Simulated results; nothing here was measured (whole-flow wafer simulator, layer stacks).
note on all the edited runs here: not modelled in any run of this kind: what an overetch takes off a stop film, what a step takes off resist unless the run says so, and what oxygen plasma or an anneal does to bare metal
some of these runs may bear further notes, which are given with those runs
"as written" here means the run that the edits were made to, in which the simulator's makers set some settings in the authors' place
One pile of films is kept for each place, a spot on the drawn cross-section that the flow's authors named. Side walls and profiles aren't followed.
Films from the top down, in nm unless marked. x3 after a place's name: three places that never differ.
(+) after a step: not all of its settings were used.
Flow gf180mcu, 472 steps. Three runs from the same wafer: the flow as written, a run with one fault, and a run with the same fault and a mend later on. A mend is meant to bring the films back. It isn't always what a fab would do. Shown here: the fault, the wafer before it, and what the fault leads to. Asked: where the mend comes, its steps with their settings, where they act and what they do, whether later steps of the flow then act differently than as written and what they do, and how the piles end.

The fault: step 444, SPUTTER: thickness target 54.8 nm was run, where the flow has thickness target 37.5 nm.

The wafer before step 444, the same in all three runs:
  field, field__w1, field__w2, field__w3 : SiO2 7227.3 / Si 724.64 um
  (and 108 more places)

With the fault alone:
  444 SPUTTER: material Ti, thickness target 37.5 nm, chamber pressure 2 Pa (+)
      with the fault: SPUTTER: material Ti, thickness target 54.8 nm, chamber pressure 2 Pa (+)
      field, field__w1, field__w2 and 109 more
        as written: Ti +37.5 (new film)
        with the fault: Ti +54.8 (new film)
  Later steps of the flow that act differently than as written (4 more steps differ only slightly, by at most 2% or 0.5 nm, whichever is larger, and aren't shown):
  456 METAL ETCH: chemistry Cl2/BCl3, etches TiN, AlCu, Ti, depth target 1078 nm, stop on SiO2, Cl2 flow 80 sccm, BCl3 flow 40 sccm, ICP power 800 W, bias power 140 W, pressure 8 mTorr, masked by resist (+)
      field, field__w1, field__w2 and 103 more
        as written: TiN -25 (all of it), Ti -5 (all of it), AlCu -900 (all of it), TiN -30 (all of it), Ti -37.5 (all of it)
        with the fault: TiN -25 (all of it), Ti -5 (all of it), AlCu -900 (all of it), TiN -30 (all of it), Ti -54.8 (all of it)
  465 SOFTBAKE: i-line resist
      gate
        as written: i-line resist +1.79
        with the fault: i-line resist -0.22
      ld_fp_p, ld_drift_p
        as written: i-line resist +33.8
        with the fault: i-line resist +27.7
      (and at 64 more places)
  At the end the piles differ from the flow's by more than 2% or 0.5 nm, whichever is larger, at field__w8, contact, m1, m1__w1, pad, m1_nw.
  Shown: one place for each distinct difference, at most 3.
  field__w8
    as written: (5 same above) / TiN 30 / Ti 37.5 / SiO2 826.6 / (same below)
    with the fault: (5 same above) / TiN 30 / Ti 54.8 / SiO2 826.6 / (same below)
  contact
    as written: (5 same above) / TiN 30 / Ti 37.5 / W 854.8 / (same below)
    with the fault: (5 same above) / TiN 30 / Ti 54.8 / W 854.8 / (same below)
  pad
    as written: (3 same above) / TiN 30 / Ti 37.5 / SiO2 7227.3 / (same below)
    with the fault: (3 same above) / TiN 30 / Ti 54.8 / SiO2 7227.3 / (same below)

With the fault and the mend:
  The mend comes after step 444.
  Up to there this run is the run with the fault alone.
  444a METAL ETCH: chemistry Cl2/BCl3, etches TiN, AlCu, Ti, depth target 17.3 nm, Cl2 flow 80 sccm, BCl3 flow 40 sccm, ICP power 800 W, bias power 140 W, pressure 8 mTorr (the flow's step 260 once more, with other settings)
      field, field__w1, field__w2 and 109 more
        Ti -17.3
  No later step of the flow acts differently than as written at any place that is followed.
  At the end the piles are the same as the flow's at every place that both follow.
